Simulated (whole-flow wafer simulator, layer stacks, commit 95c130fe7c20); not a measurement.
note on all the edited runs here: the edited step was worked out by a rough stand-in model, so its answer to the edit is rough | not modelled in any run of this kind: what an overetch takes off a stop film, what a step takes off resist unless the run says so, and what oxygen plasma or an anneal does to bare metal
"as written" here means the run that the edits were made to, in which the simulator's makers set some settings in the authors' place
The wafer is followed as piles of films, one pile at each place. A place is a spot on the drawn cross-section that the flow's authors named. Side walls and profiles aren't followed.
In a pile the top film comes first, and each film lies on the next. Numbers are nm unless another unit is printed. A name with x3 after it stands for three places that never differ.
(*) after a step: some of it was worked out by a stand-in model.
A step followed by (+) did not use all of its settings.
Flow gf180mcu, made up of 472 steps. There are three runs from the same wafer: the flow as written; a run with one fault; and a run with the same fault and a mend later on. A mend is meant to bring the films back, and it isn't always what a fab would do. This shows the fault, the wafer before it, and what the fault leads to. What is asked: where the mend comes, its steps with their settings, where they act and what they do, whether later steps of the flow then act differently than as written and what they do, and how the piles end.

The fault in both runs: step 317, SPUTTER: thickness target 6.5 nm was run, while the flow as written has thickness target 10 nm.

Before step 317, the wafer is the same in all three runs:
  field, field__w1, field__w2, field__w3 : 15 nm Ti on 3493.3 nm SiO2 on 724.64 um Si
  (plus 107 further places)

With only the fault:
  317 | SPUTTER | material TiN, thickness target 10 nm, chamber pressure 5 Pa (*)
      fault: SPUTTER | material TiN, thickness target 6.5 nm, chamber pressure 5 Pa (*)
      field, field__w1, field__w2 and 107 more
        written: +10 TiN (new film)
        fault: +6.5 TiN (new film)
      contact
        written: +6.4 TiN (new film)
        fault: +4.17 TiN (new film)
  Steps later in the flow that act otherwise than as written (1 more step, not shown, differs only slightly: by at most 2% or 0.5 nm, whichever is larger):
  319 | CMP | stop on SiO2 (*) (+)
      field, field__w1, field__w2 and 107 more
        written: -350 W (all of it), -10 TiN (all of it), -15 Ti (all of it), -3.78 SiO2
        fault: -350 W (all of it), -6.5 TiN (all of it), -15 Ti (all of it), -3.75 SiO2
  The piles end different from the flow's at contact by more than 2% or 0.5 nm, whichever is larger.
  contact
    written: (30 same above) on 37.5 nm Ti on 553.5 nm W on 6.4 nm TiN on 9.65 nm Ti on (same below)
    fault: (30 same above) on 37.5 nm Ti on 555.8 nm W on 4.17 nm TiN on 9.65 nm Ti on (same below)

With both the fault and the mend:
  The mend follows step 317.
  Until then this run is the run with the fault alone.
  317a | SPUTTER | material TiN, thickness target 3.5 nm, chamber pressure 5 Pa (*) (the flow's step 317, run once more with other settings)
      field, field__w1, field__w2 and 107 more
        +3.5 TiN
      contact
        +2.24 TiN
  None of the later steps of the flow acts differently than as written at any place that is followed.
  At every place that both follow, the piles at the end match the flow's.
